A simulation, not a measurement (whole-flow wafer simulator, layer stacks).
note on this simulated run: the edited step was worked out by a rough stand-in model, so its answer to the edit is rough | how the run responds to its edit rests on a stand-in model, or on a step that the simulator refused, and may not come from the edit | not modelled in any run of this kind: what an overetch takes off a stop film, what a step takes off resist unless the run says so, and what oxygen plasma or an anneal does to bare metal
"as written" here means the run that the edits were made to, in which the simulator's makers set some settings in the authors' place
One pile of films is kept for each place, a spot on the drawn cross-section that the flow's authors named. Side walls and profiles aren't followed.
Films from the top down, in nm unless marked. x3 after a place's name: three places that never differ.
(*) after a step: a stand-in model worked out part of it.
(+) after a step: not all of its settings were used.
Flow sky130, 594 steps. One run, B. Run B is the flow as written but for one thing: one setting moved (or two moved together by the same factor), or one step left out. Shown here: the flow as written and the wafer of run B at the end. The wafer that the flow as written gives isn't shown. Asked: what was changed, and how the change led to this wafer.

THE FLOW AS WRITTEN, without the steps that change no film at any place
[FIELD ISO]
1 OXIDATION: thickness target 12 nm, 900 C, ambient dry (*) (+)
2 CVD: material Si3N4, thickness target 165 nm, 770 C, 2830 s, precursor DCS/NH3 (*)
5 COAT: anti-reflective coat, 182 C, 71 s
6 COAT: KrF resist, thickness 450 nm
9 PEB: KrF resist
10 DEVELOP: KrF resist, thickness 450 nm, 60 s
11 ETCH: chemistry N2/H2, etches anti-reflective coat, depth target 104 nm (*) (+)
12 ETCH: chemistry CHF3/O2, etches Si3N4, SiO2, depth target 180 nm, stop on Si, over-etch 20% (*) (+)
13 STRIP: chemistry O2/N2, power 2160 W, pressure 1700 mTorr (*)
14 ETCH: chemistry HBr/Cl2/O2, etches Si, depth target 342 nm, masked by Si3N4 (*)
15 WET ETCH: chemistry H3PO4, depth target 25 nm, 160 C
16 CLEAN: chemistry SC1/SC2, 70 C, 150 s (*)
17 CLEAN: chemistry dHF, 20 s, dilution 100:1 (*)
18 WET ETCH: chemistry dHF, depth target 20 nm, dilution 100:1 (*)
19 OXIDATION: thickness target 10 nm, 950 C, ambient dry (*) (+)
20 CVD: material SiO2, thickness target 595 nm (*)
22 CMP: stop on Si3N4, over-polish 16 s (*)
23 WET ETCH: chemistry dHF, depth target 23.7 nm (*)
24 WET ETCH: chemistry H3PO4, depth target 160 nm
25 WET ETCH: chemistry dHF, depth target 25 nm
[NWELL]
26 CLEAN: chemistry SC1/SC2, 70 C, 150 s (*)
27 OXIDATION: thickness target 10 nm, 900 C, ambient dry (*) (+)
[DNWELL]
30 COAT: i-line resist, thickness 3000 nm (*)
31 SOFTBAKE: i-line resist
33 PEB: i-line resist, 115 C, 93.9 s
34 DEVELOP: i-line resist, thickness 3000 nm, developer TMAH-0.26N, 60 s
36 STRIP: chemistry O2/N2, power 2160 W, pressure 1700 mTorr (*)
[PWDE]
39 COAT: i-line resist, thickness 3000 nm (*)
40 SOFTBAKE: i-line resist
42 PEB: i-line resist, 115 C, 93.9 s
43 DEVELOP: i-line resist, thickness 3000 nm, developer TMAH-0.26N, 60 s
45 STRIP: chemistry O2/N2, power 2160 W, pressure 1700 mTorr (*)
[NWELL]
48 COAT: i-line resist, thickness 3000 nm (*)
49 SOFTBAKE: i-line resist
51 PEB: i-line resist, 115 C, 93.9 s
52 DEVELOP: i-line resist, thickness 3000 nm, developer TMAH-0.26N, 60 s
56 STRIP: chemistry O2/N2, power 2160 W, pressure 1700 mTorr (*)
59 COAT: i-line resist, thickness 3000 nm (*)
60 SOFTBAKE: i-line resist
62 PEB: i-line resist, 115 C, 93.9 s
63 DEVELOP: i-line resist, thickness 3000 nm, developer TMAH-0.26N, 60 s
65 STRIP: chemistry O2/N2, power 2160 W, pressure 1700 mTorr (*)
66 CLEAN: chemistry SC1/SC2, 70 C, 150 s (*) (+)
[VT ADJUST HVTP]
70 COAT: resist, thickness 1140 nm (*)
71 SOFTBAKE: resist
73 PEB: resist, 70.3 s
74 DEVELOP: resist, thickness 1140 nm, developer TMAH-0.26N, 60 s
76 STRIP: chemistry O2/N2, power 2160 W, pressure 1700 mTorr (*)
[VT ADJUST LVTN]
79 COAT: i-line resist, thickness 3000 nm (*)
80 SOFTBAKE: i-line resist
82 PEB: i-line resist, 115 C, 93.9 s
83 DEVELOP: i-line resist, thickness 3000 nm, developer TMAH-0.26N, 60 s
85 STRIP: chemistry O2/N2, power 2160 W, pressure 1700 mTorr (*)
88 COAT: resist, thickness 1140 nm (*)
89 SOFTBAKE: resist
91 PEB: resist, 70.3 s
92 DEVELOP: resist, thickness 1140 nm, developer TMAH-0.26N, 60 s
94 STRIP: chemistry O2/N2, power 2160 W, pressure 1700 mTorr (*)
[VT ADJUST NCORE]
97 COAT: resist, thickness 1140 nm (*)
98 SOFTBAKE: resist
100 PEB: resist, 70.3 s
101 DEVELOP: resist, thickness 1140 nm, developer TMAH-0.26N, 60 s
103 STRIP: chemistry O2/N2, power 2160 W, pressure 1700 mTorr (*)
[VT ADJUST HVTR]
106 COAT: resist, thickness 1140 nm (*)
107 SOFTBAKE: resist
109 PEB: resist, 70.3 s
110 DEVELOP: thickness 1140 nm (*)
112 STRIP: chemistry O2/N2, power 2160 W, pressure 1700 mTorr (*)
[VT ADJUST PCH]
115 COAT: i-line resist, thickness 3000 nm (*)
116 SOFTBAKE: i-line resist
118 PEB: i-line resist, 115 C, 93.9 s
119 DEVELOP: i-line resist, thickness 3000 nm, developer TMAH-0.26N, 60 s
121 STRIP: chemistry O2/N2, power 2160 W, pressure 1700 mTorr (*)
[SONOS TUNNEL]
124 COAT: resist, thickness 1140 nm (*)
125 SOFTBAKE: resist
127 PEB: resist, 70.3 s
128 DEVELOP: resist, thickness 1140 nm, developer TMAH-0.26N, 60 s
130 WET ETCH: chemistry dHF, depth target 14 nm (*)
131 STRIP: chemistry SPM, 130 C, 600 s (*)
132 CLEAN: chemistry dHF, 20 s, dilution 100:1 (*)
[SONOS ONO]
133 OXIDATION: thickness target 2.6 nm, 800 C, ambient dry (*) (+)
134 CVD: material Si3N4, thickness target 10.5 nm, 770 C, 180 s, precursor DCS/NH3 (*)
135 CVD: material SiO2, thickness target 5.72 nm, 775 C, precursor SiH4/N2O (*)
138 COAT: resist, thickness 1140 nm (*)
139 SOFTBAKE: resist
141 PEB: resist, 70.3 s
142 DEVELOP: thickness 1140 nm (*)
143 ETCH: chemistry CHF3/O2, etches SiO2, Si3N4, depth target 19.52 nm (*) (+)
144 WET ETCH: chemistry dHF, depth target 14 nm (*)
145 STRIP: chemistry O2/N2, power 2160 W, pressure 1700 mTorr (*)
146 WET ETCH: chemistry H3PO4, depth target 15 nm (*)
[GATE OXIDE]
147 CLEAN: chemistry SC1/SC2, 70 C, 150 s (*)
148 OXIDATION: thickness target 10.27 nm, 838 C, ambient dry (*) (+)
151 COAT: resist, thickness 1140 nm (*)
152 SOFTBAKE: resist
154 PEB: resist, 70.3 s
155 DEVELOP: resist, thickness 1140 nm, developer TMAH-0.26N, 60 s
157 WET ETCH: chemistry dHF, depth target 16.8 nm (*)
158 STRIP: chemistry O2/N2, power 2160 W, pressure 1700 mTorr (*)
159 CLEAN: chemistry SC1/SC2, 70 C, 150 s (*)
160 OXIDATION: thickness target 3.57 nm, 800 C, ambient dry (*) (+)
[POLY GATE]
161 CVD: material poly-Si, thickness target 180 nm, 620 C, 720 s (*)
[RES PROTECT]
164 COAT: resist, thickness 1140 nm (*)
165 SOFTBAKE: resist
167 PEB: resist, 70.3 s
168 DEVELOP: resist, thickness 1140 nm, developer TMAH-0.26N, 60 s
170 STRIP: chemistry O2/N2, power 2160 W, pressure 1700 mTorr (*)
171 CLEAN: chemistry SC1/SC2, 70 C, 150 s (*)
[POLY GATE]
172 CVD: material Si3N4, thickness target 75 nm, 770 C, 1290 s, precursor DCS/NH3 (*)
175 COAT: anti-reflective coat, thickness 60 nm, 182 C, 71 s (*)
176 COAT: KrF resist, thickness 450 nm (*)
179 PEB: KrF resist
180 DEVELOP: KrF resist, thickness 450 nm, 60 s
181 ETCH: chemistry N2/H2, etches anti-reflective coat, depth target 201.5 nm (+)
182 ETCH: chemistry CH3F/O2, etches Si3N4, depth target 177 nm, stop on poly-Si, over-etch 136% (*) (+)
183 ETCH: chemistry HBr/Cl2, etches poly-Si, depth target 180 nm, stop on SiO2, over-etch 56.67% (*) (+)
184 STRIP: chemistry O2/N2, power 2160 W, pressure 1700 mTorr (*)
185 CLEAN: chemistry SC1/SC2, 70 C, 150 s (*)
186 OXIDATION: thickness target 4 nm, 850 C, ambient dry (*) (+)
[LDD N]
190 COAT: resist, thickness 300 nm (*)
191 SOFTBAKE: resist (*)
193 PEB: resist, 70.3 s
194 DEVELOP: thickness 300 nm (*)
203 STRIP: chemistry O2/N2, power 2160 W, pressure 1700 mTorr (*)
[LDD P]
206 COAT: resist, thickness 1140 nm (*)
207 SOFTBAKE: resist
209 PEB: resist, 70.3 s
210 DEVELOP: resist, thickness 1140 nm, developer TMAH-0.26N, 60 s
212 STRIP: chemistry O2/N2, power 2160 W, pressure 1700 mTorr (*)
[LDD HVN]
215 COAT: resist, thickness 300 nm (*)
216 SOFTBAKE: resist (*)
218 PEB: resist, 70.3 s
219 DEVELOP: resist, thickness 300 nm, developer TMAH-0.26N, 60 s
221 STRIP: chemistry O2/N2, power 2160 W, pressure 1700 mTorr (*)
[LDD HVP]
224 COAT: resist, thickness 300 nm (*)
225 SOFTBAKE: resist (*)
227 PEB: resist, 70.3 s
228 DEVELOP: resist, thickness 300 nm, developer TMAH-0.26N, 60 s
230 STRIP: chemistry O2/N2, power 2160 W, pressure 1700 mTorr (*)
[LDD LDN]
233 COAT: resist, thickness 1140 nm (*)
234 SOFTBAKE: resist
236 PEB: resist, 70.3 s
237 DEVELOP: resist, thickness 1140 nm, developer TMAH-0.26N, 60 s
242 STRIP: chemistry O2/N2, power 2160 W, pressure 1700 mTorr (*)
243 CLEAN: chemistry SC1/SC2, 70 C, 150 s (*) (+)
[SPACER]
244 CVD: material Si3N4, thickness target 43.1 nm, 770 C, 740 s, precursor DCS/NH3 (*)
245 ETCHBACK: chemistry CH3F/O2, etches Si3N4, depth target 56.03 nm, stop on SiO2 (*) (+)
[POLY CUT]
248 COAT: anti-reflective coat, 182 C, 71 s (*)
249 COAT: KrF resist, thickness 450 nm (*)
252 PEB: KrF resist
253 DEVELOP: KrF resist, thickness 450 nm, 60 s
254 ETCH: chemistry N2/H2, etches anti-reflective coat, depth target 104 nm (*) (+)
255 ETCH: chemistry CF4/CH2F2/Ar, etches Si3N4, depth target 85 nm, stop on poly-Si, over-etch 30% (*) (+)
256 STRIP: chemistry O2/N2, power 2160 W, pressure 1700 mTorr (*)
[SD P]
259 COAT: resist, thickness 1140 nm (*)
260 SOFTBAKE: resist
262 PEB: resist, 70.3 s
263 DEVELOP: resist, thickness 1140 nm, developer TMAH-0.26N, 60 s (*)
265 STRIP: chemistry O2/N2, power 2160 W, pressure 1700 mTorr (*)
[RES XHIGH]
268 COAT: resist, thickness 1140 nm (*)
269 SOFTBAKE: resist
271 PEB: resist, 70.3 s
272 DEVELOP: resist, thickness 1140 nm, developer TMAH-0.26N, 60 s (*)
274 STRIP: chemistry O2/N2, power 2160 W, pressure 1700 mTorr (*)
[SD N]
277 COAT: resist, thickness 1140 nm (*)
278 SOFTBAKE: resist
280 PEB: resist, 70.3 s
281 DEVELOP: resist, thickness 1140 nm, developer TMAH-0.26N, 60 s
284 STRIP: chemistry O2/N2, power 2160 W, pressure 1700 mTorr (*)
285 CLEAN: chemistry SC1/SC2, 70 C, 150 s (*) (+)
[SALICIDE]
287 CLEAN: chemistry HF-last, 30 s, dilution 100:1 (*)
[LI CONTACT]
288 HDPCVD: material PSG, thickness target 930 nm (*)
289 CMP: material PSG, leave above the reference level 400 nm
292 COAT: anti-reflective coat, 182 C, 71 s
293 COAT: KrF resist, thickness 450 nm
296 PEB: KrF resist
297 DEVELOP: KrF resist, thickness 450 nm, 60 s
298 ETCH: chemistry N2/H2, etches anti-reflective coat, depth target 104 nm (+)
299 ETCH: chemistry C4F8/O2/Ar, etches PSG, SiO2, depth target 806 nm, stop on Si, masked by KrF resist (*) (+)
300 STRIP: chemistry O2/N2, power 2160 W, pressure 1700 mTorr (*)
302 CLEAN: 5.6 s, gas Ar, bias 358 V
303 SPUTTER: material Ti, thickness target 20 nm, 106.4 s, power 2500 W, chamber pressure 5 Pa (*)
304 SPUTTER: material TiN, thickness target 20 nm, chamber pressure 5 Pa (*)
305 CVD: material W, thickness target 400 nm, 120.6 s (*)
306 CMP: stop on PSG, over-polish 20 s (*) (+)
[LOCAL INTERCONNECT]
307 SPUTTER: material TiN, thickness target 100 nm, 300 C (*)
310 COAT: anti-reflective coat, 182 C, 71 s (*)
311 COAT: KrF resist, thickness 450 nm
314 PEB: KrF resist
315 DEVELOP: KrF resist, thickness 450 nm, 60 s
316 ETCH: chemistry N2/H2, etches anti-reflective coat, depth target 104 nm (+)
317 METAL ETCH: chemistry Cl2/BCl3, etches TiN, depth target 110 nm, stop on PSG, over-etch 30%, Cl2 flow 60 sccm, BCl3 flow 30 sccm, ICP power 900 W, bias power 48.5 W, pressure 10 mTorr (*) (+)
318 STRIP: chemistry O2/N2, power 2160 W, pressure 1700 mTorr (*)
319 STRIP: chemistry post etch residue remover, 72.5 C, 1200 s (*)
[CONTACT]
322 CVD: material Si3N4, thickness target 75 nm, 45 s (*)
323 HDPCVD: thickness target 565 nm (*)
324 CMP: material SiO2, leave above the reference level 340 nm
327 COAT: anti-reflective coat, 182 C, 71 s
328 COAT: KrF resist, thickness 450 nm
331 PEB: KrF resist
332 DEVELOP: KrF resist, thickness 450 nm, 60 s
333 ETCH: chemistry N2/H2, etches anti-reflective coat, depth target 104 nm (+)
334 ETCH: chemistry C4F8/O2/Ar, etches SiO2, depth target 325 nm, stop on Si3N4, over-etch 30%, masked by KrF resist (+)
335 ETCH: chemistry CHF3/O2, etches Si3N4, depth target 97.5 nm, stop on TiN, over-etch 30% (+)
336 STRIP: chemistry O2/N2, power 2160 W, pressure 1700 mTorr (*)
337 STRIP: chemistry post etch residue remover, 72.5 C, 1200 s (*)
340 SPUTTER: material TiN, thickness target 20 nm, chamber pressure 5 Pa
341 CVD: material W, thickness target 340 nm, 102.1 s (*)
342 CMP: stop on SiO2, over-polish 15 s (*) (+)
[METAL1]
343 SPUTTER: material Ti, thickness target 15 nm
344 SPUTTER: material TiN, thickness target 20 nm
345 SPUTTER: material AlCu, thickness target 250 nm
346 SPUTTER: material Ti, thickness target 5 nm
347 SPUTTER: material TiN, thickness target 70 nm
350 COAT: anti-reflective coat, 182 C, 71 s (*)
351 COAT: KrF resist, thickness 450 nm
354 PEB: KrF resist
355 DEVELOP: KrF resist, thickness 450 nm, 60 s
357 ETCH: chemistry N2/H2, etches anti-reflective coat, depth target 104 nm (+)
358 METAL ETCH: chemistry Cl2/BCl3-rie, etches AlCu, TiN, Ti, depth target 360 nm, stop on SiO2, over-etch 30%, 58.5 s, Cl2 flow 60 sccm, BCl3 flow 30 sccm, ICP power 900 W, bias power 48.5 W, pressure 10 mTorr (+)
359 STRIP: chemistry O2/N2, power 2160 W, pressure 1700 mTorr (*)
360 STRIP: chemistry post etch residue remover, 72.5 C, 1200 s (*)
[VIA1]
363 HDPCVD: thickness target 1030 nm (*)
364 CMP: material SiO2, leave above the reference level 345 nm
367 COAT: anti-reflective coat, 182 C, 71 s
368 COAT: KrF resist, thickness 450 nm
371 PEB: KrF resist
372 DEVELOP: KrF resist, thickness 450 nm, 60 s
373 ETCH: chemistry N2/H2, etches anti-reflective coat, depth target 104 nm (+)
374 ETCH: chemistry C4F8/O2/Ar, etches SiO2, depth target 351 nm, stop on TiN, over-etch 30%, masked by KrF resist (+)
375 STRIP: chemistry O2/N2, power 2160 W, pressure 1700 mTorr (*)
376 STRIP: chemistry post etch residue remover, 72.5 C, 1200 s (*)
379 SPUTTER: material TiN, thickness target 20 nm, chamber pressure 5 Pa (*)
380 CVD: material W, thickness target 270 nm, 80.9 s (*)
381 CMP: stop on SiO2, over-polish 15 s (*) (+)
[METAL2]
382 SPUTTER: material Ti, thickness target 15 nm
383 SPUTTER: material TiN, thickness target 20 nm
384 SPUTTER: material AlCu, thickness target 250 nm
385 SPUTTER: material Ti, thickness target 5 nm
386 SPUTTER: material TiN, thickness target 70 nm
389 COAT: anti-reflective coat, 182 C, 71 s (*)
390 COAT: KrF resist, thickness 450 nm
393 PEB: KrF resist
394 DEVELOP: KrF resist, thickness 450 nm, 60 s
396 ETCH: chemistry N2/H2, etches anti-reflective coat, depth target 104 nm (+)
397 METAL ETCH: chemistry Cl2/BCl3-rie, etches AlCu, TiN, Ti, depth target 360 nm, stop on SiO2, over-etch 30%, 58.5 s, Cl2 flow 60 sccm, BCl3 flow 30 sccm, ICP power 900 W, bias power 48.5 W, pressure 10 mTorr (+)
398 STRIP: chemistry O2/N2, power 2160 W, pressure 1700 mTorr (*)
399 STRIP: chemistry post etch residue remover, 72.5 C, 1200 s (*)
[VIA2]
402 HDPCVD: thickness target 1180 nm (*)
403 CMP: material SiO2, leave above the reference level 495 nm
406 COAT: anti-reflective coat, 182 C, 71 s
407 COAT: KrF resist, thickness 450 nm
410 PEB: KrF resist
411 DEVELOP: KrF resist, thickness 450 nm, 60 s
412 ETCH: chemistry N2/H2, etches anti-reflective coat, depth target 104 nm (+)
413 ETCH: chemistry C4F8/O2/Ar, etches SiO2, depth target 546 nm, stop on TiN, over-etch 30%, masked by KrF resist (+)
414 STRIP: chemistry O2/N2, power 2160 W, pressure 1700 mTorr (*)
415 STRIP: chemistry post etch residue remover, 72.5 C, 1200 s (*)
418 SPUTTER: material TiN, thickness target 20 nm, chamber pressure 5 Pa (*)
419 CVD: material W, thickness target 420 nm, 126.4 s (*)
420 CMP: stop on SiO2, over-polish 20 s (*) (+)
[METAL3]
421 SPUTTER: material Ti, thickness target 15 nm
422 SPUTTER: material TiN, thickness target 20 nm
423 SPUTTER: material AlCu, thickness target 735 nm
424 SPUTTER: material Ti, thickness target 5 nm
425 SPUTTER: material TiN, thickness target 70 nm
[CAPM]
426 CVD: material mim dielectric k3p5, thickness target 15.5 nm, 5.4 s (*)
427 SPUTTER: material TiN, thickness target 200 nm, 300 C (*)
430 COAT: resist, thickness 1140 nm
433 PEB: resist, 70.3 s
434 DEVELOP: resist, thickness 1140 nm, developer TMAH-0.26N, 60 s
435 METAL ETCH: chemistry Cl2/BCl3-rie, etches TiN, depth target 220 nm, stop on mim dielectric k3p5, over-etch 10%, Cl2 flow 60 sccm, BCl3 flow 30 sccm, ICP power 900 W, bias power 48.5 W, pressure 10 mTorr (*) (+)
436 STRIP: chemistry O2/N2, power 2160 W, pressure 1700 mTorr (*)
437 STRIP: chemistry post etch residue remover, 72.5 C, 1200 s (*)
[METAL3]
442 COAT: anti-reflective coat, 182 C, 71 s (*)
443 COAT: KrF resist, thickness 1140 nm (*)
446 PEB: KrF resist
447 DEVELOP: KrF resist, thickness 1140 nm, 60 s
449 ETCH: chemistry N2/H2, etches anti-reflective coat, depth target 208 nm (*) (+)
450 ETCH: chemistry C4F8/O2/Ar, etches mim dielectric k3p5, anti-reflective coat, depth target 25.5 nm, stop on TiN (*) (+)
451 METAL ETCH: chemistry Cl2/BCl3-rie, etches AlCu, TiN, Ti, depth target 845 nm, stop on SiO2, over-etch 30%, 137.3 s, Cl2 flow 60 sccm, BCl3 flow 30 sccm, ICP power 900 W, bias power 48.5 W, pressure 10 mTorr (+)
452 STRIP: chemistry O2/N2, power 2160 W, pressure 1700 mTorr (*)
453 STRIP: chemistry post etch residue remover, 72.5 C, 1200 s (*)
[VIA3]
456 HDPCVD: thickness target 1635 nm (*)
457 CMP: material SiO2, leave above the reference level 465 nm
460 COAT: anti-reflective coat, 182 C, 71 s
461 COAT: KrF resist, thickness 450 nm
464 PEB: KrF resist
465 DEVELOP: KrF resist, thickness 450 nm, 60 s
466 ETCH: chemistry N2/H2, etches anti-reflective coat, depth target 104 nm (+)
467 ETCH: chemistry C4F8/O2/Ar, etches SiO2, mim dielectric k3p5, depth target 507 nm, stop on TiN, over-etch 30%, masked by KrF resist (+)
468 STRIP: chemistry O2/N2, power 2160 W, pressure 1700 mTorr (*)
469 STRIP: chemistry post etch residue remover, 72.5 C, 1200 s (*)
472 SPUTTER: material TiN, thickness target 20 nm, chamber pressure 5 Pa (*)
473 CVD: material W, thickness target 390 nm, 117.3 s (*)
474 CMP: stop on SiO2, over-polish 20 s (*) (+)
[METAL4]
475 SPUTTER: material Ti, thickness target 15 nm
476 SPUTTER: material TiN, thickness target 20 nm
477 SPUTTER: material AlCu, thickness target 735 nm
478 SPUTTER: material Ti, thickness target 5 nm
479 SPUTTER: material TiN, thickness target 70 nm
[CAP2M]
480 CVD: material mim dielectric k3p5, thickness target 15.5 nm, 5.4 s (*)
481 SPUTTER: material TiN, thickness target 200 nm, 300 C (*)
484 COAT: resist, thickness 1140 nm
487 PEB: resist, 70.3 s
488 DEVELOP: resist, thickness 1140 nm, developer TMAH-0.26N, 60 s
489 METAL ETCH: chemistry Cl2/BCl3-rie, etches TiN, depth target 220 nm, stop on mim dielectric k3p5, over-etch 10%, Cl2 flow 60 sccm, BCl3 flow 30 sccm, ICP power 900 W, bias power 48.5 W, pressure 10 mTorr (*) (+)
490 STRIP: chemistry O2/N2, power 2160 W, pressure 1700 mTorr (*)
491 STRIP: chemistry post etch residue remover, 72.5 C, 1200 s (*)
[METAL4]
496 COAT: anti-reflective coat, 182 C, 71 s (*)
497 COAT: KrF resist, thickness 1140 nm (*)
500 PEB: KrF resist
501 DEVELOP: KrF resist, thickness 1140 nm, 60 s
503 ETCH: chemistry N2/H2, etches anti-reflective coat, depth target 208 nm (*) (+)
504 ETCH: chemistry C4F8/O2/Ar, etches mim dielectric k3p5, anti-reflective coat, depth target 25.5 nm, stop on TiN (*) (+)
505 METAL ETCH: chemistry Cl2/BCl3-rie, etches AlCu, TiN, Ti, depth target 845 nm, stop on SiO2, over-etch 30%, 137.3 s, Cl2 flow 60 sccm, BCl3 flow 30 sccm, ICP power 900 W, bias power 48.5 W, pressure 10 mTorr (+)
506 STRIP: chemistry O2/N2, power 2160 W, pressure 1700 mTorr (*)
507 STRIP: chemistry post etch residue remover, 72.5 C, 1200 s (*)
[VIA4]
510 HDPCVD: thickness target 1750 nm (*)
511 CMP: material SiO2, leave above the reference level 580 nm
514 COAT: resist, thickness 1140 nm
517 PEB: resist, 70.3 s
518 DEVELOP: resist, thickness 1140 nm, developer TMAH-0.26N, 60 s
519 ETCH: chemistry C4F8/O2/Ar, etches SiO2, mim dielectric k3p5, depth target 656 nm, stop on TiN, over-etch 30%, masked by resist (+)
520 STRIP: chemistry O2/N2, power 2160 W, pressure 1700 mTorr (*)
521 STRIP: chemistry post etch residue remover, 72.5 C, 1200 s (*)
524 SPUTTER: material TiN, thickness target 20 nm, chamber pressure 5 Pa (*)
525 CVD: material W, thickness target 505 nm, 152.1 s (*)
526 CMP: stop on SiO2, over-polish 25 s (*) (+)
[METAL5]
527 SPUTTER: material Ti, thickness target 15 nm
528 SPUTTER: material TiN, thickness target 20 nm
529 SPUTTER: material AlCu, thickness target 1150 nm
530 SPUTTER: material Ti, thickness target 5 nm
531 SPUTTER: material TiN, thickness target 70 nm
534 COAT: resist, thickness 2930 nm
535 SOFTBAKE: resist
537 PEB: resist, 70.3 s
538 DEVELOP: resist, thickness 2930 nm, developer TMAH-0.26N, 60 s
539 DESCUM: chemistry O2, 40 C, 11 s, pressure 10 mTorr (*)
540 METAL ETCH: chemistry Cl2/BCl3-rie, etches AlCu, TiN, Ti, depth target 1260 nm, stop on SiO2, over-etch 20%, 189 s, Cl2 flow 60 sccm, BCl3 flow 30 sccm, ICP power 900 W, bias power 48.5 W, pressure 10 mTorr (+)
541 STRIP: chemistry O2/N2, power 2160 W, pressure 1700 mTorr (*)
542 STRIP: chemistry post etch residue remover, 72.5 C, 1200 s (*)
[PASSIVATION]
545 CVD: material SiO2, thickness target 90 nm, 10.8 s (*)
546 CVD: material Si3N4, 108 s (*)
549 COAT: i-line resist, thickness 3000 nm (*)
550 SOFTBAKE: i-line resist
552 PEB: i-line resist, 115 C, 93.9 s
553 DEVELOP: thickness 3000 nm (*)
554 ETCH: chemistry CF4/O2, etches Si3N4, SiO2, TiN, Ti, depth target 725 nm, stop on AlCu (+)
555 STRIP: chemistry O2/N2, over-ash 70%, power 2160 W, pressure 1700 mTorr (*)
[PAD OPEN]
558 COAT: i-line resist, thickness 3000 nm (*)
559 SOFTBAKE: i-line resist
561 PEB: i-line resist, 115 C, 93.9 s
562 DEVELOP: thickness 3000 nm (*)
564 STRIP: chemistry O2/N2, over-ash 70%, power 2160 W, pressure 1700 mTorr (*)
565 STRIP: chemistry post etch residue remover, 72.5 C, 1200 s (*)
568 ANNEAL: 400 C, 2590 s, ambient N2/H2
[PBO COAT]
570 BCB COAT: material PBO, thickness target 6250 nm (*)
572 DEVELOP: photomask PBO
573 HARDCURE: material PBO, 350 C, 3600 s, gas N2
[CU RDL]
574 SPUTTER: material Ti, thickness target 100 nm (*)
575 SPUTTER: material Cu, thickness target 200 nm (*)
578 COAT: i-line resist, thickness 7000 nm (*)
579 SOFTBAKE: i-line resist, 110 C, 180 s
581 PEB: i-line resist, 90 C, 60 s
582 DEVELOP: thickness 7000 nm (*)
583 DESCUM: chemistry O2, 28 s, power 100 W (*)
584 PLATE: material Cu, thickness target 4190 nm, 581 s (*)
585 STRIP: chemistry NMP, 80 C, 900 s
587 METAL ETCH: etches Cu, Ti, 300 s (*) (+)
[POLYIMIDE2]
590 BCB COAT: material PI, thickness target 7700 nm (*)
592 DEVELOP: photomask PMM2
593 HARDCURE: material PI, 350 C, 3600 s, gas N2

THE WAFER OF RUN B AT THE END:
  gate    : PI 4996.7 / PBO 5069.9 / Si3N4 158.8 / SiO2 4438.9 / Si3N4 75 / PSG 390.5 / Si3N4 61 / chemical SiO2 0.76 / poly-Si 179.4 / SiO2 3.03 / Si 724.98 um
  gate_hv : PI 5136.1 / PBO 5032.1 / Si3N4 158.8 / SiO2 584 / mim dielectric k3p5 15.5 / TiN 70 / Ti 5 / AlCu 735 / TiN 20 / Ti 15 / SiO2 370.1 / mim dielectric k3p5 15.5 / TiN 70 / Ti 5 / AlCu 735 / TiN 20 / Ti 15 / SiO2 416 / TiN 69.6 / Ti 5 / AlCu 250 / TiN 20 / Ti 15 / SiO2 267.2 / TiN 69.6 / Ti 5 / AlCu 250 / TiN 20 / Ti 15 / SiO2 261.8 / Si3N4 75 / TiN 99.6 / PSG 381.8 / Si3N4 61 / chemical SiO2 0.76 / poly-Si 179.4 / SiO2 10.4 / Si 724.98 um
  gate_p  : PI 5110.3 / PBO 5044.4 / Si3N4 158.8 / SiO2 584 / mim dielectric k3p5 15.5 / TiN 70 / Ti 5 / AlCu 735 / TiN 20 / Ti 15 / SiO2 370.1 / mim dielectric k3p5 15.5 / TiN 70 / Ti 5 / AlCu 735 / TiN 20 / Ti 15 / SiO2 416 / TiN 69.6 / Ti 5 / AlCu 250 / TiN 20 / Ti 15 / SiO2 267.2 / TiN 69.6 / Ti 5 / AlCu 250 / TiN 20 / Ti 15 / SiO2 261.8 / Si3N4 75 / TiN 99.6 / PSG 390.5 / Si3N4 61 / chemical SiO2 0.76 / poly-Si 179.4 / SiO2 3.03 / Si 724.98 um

The cause: step 160, OXIDATION: thickness target 3.03 nm was run, where the flow has thickness target 3.57 nm.
It can be read off the wafer: gate has SiO2 3.03, and step 160 as written asks for 3.57 nm.

How the change led to this, step by step:
  160 OXIDATION: thickness target 3.57 nm, 800 C, ambient dry (*) (+)
      active, n_well, p_well and 58 more: SiO2 +3.03 (new film), chemical SiO2 -0.76 (all of it), Si -1 (as written it would be: SiO2 +3.57 (new film), chemical SiO2 -0.76 (all of it), Si -1.24)
